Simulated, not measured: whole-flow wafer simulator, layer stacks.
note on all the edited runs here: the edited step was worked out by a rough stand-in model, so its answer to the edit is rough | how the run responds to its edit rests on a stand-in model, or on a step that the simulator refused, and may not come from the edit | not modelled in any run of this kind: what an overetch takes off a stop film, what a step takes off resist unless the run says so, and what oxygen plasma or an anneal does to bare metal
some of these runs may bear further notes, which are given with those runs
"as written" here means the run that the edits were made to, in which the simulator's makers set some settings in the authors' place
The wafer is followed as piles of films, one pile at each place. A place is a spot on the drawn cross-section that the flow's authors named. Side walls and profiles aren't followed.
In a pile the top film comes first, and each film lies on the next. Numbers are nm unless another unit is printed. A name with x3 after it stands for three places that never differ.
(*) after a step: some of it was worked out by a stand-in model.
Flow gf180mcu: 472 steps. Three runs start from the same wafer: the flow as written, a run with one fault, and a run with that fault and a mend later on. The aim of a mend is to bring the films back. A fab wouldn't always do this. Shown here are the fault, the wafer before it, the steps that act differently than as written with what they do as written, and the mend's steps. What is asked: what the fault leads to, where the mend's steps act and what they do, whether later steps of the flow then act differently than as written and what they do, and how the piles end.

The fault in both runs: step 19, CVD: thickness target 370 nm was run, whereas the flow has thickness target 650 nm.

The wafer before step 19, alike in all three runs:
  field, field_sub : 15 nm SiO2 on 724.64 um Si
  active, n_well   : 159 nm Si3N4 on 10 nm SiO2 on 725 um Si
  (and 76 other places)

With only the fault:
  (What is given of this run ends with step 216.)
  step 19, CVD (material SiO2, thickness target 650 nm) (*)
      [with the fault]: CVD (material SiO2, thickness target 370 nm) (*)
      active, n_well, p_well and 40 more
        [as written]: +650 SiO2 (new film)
        [with the fault]: +370 SiO2 (new film)
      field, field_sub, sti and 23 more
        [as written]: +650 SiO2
        [with the fault]: +370 SiO2
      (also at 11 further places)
  Steps further on in the flow that do not act as written (not shown: 6 more steps that differ only slightly, by at most 2% or 0.5 nm, whichever is larger):
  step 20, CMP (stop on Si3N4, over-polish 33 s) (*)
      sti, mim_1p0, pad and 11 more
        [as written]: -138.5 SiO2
        [with the fault]: nothing
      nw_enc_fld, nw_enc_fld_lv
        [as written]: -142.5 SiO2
        [with the fault]: nothing
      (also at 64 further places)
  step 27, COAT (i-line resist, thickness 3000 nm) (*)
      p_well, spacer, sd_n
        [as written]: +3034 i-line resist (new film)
        [with the fault]: +2902.4 i-line resist (new film)
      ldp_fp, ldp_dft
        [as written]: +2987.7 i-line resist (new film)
        [with the fault]: +2896.8 i-line resist (new film)
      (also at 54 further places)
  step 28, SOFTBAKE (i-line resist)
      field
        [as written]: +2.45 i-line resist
        [with the fault]: -6.4 i-line resist
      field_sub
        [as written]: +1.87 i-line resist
        [with the fault]: -5.64 i-line resist
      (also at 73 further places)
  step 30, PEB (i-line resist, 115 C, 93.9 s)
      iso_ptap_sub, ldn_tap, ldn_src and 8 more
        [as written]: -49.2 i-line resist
        [with the fault]: -47.5 i-line resist
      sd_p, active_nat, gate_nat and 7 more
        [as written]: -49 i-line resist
        [with the fault]: -47.8 i-line resist
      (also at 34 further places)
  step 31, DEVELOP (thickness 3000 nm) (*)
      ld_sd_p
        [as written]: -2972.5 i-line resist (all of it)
        [with the fault]: -2897.5 i-line resist (all of it)
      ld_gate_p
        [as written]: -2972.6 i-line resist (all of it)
        [with the fault]: -2897 i-line resist (all of it)
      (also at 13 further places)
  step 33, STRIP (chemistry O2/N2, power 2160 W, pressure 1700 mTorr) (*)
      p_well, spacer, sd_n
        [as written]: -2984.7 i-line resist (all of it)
        [with the fault]: -2855.3 i-line resist (all of it)
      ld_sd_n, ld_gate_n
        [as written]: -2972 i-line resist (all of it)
        [with the fault]: -2898.8 i-line resist (all of it)
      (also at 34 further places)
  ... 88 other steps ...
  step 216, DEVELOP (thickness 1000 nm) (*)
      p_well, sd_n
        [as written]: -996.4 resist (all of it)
        [with the fault]: -877.3 resist (all of it)
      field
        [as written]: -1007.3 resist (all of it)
        [with the fault]: -1028.6 resist (all of it)
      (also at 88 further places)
  After step 216, at field, field__w1, field__w2 and 52 more, the piles differ from the flow's by more than 2% or 0.5 nm, whichever is larger.
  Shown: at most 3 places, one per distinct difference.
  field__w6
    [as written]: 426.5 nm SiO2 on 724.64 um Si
    [with the fault]: 58.7 nm SiO2 on 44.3 nm poly-Si on 242.2 nm SiO2 on 724.63 um Si
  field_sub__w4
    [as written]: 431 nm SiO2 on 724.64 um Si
    [with the fault]: 58.9 nm SiO2 on 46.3 nm poly-Si on 242.2 nm SiO2 on 724.63 um Si
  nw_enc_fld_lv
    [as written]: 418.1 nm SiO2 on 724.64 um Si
    [with the fault]: 58.4 nm SiO2 on 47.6 nm poly-Si on 227.9 nm SiO2 on 724.63 um Si

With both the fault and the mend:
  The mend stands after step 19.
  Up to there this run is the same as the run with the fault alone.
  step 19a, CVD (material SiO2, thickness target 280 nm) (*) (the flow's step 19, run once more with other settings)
      field, field_sub, active and 77 more
        +280 SiO2
  Every later step of the flow that is run acts as written, at every place that is followed, to within 2% or 0.5 nm, whichever is larger.
  The piles end the same as the flow's at every place that both follow.
